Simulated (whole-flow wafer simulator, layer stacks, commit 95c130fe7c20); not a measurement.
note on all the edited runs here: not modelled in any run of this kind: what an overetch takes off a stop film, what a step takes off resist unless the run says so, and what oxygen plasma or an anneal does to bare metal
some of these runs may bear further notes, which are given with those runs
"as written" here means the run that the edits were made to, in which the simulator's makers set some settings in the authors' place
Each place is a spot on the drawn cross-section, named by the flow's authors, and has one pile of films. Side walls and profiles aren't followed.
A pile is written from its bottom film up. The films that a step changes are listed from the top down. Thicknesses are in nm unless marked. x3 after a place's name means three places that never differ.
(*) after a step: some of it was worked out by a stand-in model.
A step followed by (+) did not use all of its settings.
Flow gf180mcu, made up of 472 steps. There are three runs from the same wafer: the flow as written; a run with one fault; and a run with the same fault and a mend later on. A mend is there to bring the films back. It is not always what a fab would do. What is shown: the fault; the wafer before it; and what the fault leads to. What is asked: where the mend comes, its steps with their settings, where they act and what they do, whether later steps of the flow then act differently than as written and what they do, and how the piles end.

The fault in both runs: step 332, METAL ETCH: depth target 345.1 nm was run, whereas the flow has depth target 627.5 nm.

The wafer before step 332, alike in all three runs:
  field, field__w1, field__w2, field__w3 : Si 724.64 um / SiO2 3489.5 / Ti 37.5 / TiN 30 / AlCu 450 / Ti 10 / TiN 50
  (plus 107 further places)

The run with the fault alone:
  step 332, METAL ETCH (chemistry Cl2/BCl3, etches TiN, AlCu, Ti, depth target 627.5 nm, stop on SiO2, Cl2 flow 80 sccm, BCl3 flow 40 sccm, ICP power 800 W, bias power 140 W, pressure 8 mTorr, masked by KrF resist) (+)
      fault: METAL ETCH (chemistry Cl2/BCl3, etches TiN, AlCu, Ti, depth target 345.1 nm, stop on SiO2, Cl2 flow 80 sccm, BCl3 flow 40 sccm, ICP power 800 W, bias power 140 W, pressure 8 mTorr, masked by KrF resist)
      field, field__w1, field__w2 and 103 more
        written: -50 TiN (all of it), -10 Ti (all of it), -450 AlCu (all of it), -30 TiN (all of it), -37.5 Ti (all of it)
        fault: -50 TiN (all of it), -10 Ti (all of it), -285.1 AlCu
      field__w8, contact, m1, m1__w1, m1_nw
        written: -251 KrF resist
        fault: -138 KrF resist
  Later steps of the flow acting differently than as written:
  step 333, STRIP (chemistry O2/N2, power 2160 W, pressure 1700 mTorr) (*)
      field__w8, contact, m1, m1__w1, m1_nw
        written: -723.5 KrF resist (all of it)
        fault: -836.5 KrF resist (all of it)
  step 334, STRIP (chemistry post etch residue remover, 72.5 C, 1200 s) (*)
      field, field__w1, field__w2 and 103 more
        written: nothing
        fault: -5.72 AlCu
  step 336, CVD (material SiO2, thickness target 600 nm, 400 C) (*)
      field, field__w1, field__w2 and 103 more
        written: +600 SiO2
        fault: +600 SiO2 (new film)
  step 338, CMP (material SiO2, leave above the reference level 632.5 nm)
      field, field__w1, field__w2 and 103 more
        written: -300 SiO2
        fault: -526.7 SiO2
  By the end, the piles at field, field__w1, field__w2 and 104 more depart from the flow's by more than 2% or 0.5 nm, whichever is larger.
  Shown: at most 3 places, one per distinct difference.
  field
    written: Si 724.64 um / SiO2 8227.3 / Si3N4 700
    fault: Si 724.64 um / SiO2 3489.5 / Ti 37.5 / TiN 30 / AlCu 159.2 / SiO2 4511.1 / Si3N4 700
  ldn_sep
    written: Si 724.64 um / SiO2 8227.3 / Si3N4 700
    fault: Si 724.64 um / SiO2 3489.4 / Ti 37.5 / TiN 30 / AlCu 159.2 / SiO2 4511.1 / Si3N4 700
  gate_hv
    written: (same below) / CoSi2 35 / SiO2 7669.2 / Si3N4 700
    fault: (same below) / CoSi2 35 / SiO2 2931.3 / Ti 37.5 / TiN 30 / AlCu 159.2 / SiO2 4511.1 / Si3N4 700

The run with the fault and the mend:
  After step 332 comes the mend.
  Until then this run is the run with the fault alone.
  step 332a, METAL ETCH (chemistry Cl2/BCl3, etches TiN, AlCu, Ti, depth target 282.4 nm, stop on SiO2, Cl2 flow 80 sccm, BCl3 flow 40 sccm, ICP power 800 W, bias power 140 W, pressure 8 mTorr, masked by KrF resist) (+) (the flow's step 332 again, with other settings)
      field, field__w1, field__w2 and 103 more
        -164.9 AlCu (all of it), -30 TiN (all of it), -37.5 Ti (all of it)
      field__w8, contact, m1, m1__w1, m1_nw
        -113 KrF resist
  None of the later steps of the flow acts differently than as written at any place that is followed.
  At every place that both follow, the piles at the end match the flow's.
